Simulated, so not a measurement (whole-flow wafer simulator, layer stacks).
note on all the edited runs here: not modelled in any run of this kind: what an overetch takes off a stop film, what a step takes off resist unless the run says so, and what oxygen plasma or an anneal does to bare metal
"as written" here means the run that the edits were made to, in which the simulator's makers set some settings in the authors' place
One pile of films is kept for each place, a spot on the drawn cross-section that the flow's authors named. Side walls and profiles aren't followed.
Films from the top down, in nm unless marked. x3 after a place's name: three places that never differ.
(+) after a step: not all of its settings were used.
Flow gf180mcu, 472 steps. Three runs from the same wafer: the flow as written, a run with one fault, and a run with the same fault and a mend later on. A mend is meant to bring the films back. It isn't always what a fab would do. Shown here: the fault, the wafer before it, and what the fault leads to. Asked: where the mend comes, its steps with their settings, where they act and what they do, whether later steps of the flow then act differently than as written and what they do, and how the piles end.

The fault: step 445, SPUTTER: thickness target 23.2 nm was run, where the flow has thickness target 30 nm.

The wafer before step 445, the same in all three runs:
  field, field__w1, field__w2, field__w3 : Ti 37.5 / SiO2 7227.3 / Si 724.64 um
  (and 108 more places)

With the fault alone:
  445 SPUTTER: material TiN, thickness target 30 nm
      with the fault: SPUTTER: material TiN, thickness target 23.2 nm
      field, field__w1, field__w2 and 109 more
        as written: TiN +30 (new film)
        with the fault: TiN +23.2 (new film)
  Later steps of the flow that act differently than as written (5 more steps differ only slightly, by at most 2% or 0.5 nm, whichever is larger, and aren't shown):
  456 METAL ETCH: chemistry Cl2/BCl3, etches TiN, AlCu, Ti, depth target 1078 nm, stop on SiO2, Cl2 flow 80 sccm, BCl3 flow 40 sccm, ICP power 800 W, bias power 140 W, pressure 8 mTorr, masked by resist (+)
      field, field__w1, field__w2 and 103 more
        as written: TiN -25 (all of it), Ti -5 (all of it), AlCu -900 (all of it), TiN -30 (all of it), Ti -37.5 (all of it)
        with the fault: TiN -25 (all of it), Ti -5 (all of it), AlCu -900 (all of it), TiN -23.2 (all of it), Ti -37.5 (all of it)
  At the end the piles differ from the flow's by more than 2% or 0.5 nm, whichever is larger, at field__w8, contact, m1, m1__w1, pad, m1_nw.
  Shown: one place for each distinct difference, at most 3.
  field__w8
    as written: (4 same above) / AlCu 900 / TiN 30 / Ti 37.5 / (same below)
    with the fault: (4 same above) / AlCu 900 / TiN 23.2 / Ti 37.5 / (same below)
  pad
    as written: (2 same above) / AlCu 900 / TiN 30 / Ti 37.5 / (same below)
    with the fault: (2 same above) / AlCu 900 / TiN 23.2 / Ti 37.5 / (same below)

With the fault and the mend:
  The mend comes after step 445.
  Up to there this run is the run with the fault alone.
  445a SPUTTER: material TiN, thickness target 6.8 nm (the flow's step 445 once more, with other settings)
      field, field__w1, field__w2 and 109 more
        TiN +6.8
  No later step of the flow acts differently than as written at any place that is followed.
  At the end the piles are the same as the flow's at every place that both follow.
